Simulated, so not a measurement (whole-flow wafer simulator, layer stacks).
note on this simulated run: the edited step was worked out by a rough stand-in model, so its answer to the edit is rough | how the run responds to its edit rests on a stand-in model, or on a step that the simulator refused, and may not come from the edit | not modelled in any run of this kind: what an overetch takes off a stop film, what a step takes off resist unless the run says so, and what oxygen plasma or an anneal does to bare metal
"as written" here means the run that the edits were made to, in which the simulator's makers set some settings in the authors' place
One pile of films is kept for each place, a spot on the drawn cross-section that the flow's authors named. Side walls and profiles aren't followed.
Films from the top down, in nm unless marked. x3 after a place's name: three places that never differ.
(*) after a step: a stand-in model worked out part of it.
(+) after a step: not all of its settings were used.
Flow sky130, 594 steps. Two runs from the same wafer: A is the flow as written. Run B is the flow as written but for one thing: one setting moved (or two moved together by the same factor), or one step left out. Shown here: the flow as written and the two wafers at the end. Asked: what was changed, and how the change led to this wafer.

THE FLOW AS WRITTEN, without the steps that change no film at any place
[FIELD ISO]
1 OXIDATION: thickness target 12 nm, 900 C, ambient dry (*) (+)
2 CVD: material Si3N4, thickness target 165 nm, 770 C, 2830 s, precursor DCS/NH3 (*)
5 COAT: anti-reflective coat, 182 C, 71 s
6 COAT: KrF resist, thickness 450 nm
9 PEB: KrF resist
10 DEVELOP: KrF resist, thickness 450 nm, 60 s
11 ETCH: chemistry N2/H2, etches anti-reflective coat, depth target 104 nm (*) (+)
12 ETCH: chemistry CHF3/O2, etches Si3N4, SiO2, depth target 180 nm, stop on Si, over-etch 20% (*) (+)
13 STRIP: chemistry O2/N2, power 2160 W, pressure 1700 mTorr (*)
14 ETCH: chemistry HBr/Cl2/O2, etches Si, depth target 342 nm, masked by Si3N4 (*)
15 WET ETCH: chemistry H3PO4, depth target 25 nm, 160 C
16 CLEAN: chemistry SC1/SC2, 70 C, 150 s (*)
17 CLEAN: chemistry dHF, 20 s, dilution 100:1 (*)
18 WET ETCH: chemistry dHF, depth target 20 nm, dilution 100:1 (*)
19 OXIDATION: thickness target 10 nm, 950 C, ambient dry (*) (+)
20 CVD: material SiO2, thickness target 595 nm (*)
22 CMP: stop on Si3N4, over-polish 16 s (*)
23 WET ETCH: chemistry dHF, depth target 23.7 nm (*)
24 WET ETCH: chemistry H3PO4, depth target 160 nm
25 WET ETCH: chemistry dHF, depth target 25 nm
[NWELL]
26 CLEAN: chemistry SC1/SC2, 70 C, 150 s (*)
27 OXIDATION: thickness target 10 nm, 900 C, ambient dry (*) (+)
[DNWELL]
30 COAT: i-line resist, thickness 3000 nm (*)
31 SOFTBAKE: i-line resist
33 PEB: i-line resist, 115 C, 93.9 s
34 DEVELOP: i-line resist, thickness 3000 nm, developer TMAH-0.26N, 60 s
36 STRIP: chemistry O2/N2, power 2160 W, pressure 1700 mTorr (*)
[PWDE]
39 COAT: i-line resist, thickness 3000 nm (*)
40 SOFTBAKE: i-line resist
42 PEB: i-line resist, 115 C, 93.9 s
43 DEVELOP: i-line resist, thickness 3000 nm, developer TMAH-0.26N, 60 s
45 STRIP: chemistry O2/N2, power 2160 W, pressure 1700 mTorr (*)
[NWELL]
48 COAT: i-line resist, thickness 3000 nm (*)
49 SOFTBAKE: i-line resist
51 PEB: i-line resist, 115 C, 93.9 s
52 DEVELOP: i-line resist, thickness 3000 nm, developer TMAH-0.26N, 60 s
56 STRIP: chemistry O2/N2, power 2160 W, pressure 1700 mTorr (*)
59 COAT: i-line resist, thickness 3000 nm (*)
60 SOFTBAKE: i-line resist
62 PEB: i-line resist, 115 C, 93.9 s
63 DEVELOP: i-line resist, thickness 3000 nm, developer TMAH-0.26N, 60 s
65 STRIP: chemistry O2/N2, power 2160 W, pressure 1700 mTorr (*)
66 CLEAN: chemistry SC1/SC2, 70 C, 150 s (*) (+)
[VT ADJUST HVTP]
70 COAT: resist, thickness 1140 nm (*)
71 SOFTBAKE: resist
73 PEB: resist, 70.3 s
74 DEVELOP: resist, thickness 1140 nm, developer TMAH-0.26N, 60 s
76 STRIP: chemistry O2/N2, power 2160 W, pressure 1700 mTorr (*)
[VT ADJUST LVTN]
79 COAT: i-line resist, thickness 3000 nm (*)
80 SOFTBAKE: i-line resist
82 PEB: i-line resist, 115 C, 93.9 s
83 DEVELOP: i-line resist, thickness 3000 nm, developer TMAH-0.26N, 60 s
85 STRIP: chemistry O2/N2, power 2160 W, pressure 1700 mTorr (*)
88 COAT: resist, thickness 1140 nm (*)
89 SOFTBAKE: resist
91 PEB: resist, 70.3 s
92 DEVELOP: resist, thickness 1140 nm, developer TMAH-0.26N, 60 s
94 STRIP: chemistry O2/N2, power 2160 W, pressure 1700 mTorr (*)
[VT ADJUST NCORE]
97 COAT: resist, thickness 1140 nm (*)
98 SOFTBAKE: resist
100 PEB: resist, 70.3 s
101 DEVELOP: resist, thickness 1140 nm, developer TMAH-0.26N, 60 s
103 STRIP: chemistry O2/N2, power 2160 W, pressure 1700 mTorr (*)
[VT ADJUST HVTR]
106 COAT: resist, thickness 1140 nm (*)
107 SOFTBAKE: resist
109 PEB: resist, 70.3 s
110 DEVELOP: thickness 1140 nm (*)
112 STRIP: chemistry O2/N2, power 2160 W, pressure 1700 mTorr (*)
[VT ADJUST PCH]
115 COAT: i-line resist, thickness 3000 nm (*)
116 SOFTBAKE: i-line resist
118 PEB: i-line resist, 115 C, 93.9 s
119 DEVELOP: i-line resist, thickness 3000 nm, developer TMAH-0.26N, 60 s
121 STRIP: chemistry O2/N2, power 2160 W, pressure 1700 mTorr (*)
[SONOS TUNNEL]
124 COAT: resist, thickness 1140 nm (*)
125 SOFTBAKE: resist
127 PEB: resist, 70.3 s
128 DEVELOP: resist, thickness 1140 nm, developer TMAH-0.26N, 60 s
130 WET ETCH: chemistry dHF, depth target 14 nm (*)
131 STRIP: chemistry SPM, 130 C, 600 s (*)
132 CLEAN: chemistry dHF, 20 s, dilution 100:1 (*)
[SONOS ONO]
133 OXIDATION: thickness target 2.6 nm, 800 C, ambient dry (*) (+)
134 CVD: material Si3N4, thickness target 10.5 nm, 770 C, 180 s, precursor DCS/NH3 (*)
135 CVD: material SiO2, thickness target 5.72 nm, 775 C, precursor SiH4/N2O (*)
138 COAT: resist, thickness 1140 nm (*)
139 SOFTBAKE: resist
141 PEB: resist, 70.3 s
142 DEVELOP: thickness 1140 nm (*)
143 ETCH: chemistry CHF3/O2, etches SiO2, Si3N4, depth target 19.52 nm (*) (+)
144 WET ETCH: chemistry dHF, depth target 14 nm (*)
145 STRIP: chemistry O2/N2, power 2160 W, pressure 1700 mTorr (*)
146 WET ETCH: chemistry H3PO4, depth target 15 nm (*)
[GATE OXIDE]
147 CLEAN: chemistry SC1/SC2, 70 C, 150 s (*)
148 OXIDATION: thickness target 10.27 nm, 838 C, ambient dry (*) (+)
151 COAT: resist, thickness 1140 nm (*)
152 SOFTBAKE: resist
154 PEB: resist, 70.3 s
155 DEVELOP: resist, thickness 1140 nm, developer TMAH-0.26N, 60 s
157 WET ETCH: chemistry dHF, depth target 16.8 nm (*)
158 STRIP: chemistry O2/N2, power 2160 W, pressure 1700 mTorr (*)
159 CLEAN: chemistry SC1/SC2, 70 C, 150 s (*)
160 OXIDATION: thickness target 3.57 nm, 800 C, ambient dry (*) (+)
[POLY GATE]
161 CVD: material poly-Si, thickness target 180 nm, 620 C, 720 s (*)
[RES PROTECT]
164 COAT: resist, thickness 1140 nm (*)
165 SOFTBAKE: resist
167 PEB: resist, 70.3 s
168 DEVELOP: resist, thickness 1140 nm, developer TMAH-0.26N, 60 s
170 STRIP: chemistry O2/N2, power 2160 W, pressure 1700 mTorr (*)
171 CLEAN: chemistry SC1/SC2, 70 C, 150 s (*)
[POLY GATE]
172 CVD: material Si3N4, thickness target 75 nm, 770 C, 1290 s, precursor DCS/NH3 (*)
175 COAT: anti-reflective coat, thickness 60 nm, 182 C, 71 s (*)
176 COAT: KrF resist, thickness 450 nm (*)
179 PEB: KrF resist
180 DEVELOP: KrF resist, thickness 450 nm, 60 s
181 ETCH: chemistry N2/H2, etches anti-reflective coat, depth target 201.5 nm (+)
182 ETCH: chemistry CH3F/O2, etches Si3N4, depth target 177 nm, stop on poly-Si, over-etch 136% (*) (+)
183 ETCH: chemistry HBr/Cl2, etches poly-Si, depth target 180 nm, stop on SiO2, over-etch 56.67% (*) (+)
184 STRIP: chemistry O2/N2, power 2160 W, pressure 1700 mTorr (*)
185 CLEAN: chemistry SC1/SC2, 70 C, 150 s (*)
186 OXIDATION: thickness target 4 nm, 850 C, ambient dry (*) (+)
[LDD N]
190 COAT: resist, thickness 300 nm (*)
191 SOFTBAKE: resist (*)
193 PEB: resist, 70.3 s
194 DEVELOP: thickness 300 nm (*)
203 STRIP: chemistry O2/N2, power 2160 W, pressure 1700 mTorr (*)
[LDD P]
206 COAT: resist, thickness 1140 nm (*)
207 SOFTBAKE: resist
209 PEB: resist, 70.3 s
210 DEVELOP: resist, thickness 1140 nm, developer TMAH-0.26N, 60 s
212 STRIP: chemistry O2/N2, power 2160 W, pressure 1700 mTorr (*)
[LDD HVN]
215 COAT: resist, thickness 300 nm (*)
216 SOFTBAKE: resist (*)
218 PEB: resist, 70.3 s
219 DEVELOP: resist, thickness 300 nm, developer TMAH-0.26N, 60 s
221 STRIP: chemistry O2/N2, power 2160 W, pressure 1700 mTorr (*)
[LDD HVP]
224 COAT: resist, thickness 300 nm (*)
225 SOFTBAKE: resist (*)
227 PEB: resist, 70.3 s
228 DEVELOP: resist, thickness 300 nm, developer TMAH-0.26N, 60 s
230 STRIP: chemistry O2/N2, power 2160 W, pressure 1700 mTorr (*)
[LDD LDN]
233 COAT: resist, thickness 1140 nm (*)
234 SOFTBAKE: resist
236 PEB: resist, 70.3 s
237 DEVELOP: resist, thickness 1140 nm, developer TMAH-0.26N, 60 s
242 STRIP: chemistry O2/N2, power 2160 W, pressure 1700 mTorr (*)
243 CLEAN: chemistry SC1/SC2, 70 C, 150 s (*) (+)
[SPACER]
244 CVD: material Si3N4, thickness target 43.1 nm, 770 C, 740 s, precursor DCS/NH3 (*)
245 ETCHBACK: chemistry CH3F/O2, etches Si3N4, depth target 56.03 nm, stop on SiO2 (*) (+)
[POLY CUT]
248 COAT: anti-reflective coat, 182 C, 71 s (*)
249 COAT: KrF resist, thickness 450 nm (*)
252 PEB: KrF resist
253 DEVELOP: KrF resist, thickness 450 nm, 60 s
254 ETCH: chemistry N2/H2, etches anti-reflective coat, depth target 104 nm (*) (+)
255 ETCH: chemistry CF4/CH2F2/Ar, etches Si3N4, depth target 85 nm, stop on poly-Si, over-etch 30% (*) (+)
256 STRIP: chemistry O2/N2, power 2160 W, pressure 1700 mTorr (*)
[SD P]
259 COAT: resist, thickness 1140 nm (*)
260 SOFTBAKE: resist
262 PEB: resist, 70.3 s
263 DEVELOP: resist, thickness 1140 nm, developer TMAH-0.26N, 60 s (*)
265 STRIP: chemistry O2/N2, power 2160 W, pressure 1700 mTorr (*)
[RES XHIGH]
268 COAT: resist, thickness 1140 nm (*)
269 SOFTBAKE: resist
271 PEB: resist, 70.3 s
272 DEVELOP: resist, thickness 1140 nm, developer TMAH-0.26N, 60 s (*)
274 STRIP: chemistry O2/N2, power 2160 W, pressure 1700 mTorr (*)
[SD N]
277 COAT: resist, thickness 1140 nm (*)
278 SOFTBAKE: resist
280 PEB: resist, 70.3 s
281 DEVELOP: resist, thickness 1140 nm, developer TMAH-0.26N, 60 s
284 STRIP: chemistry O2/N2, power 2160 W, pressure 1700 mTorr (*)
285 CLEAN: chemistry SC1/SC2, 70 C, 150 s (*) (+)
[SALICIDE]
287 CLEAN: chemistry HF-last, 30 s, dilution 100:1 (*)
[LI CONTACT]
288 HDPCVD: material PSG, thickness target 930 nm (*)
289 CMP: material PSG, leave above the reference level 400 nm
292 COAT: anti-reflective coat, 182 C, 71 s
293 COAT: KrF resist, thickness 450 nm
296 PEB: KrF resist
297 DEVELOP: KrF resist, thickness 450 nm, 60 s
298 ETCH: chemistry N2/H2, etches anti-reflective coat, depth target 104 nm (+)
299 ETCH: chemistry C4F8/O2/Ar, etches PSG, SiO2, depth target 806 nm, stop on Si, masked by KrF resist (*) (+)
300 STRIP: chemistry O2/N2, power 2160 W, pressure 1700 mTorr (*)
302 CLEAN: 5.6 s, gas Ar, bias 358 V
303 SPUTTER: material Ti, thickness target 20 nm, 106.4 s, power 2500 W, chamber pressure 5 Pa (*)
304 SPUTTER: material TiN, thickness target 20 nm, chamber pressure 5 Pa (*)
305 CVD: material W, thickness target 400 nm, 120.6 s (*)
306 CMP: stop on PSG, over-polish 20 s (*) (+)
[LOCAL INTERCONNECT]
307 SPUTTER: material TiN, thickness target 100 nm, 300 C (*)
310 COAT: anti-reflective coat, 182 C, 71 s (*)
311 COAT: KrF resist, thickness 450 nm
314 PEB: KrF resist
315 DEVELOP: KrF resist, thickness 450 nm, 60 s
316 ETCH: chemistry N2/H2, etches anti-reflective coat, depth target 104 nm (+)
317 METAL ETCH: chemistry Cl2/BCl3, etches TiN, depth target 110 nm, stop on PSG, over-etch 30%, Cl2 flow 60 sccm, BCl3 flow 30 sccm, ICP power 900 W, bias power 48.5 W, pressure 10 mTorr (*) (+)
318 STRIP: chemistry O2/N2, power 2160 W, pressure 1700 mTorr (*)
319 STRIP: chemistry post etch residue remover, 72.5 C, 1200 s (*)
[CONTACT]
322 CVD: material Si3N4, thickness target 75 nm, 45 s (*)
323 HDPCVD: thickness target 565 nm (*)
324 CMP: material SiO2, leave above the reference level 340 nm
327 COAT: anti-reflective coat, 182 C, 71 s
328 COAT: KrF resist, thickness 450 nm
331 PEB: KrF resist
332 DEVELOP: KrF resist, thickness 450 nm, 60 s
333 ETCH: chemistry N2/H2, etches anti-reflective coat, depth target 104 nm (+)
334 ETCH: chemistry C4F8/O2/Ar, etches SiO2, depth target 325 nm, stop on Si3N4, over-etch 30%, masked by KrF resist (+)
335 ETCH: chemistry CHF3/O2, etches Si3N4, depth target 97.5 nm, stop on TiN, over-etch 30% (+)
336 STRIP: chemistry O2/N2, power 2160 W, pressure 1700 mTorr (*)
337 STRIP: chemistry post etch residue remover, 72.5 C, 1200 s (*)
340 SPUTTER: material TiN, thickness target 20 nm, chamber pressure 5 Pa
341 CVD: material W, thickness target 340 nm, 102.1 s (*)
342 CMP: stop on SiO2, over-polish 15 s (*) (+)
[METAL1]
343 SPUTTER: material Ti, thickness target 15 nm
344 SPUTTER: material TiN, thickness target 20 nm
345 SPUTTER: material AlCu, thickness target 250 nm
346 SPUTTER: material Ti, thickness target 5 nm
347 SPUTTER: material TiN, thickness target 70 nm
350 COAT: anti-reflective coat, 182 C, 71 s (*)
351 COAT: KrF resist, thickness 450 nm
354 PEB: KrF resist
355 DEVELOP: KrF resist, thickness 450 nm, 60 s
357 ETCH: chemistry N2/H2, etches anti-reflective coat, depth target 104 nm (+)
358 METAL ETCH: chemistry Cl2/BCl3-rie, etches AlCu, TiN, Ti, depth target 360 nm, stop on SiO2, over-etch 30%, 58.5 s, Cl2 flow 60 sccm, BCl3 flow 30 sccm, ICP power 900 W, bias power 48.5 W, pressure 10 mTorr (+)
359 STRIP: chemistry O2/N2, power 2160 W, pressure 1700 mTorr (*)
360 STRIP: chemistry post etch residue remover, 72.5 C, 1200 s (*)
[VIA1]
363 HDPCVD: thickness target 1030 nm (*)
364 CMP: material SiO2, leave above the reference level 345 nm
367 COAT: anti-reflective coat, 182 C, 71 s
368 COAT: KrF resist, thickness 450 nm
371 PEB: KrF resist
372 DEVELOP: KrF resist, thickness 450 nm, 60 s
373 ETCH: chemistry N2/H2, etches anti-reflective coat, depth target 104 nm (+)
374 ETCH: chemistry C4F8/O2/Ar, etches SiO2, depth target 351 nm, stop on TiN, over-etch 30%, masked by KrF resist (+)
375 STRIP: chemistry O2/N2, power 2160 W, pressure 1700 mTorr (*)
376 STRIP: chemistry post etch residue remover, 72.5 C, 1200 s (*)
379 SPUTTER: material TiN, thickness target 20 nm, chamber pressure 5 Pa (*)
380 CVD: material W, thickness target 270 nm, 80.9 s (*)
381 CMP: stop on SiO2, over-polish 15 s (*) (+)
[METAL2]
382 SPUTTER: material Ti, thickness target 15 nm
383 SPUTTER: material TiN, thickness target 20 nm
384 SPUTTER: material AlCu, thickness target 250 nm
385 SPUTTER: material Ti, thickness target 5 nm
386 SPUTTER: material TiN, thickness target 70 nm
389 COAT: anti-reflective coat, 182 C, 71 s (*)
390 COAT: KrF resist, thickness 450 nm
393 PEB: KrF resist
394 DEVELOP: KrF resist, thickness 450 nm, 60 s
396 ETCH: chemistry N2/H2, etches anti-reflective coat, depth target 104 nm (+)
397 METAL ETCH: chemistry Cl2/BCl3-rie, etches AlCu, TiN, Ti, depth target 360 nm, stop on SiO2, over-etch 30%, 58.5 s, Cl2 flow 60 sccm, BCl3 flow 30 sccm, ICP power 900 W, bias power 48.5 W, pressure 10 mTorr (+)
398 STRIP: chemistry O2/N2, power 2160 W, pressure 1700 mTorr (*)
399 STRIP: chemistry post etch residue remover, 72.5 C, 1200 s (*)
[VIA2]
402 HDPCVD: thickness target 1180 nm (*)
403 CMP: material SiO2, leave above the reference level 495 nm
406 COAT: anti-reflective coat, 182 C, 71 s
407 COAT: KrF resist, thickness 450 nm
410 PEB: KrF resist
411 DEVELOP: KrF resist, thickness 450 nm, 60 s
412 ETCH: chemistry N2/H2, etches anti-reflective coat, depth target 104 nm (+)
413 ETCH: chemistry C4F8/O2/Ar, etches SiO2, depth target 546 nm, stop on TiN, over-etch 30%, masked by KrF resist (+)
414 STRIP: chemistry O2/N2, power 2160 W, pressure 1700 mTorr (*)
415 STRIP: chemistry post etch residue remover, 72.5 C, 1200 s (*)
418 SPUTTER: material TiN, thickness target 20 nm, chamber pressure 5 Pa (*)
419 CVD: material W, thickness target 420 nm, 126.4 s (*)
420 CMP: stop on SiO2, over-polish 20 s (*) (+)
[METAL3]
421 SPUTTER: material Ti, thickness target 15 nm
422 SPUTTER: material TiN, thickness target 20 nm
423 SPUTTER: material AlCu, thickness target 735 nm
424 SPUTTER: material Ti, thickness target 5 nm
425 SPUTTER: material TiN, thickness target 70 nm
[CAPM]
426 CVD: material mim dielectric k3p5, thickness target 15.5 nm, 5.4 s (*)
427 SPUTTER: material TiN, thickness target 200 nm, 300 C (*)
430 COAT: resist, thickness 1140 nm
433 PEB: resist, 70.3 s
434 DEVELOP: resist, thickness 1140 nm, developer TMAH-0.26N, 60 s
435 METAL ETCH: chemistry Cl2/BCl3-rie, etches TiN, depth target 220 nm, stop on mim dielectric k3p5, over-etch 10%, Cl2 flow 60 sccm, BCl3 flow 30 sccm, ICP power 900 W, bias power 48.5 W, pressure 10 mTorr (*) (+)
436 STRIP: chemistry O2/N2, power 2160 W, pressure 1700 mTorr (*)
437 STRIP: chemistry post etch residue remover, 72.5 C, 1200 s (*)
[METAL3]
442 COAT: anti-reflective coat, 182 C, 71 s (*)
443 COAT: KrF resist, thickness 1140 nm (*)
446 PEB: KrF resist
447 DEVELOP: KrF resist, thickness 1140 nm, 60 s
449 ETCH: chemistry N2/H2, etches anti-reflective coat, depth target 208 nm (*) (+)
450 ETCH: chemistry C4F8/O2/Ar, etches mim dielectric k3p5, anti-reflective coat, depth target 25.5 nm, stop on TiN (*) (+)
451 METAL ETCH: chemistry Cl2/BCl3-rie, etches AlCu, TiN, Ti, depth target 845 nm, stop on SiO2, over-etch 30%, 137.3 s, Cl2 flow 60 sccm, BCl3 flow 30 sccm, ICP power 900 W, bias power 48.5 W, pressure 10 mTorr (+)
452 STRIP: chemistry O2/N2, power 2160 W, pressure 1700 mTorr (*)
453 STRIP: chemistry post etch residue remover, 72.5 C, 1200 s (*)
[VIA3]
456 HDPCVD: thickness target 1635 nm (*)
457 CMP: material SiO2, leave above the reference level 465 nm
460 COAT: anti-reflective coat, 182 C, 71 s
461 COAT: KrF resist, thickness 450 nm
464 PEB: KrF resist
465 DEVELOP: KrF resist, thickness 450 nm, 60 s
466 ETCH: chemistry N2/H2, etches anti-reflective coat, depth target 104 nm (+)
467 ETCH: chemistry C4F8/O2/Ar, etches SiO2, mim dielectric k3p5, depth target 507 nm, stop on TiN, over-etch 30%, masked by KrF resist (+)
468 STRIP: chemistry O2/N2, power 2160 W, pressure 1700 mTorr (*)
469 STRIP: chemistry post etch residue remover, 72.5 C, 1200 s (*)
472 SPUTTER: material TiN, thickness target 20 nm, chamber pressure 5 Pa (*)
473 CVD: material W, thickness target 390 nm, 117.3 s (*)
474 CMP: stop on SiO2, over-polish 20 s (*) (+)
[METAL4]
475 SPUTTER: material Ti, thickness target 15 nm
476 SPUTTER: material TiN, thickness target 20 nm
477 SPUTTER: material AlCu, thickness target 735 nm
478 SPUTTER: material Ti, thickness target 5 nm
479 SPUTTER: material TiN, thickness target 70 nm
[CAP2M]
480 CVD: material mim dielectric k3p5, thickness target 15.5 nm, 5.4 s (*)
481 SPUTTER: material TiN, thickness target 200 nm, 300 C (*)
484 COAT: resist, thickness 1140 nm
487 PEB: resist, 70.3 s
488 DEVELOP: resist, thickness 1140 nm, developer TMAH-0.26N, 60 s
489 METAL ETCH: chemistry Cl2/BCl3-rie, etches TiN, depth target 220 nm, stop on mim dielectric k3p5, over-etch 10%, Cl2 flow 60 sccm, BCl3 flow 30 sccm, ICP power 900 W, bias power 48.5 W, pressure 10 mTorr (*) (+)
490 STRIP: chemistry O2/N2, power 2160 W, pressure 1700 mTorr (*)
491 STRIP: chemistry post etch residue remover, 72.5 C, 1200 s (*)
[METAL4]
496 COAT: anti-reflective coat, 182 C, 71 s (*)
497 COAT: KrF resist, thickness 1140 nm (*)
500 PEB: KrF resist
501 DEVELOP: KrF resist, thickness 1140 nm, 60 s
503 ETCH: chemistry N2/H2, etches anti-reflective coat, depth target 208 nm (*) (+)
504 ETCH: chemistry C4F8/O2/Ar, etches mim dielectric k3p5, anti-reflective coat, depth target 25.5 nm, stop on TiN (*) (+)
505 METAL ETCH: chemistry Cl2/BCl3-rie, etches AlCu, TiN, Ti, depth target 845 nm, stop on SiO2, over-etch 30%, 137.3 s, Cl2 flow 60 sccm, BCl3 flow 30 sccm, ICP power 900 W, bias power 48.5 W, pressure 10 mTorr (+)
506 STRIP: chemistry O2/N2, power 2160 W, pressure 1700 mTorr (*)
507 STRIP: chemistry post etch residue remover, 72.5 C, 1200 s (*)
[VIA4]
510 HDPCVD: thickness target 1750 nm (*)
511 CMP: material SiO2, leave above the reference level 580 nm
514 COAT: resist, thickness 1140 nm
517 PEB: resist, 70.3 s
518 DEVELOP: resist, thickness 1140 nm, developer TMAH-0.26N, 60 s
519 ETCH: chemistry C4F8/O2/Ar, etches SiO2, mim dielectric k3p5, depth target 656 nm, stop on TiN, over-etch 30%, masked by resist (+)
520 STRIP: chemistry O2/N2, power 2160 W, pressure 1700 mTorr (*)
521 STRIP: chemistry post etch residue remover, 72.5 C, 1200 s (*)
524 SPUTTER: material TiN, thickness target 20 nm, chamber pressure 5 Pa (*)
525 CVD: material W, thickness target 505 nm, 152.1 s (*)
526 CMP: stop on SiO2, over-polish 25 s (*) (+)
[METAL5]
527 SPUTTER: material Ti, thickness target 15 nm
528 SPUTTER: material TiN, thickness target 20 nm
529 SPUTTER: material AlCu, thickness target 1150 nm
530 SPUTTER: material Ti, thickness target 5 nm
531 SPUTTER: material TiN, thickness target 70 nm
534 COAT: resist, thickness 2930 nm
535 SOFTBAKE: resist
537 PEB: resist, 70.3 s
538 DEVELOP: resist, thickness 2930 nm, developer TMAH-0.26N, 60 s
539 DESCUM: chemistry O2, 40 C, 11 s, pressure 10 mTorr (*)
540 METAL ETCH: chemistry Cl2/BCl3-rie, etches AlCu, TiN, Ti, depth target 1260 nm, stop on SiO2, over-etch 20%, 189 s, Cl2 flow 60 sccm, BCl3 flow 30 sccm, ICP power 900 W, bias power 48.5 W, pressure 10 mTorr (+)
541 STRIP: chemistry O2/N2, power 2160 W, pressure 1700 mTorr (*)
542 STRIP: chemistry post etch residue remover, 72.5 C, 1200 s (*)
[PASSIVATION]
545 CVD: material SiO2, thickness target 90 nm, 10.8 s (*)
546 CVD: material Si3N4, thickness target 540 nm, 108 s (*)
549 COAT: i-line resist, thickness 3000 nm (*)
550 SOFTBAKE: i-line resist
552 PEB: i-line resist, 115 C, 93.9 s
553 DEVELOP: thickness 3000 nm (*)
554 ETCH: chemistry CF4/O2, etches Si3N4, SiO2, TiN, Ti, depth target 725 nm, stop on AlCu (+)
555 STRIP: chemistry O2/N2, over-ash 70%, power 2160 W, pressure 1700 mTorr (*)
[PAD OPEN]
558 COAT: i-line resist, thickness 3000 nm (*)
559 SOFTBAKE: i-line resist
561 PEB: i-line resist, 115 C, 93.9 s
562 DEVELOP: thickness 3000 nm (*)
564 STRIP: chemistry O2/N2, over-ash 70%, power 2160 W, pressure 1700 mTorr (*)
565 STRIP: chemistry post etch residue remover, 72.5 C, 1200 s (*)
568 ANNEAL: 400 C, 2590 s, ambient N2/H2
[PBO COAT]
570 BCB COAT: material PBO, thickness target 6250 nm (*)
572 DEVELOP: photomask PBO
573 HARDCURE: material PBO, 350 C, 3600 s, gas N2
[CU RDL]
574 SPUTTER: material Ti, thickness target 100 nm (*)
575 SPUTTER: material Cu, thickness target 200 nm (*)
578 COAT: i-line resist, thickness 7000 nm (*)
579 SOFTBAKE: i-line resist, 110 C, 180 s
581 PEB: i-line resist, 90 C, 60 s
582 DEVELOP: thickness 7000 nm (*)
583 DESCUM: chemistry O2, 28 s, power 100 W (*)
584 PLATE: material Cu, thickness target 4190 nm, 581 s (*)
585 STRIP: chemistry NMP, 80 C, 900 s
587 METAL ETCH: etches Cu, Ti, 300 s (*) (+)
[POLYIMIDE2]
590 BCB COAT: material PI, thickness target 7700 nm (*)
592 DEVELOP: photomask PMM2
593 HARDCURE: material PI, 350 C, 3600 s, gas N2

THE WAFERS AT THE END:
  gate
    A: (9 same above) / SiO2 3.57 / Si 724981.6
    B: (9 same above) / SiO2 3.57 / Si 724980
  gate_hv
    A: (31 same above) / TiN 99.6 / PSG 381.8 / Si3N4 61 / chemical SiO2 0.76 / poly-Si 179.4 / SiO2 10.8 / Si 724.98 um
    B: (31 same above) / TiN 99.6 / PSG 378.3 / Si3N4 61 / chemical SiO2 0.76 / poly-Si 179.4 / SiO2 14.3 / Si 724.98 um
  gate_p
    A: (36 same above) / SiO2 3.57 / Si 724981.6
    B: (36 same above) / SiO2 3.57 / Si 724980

The cause: step 148, OXIDATION: thickness target 13.86 nm was run, where the flow has thickness target 10.27 nm.

How the change led to this, step by step:
  148 OXIDATION: thickness target 10.27 nm, 838 C, ambient dry (*) (+)
      active, n_well, p_well and 98 more: A SiO2 +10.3 (new film), chemical SiO2 -0.76 (all of it), Si -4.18 | B SiO2 +13.9 (new film), chemical SiO2 -0.76 (all of it), Si -5.77
      mim, vpp_sp, vpp_ln and 61 more: A SiO2 +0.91, Si -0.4 | B SiO2 +1.48, Si -0.65
      (and at 23 more places)
  152 SOFTBAKE: resist
      field: A resist -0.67 | B nothing
      nw_fld: A resist -0.42 | B resist +1.17
      (and at 2 more places)
  157 WET ETCH: chemistry dHF, depth target 16.8 nm (*)
      active, n_well, p_well and 58 more: A SiO2 -10.3 (all of it) | B SiO2 -13.9 (all of it)
  175 COAT: anti-reflective coat, thickness 60 nm, 182 C, 71 s (*)
      active: A anti-reflective coat +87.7 (new film) | B anti-reflective coat +89.5 (new film)
      m1: A anti-reflective coat +74.7 (new film) | B anti-reflective coat +73.1 (new film)
      (and at 9 more places)
  181 ETCH: chemistry N2/H2, etches anti-reflective coat, depth target 201.5 nm (+)
      active: A anti-reflective coat -87.7 (all of it), Si3N4 -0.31 | B anti-reflective coat -89.5 (all of it), Si3N4 -0.27
      nwell_res: A anti-reflective coat -74 (all of it), Si3N4 -0.49 | B anti-reflective coat -75.6 (all of it), Si3N4 -0.45
      (and at 6 more places)
  184 STRIP: chemistry O2/N2, power 2160 W, pressure 1700 mTorr (*)
      m1: A KrF resist -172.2 (all of it), anti-reflective coat -74.7 (all of it) | B KrF resist -172.7 (all of it), anti-reflective coat -73.1 (all of it)
      wcut_fox_pw: A KrF resist -171.3 (all of it), anti-reflective coat -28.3 (all of it) | B KrF resist -171.9 (all of it), anti-reflective coat -28.9 (all of it)
      (and at 1 more place)
  248 COAT: anti-reflective coat, 182 C, 71 s (*)
      m1: A anti-reflective coat +16.3 (new film) | B anti-reflective coat +15.2 (new film)
      pplus_nw: A anti-reflective coat +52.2 (new film) | B anti-reflective coat +53.7 (new film)
      (and at 8 more places)
  256 STRIP: chemistry O2/N2, power 2160 W, pressure 1700 mTorr (*)
      m1: A KrF resist -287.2 (all of it), anti-reflective coat -16.3 (all of it) | B KrF resist -286.1 (all of it), anti-reflective coat -15.2 (all of it)
      pplus_nw: A KrF resist -444.5 (all of it), anti-reflective coat -52.2 (all of it) | B KrF resist -444.6 (all of it), anti-reflective coat -53.7 (all of it)
      (and at 8 more places)
  306 CMP: stop on PSG, over-polish 20 s (*) (+)
      poly_licon: A W -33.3 | B W -35.2
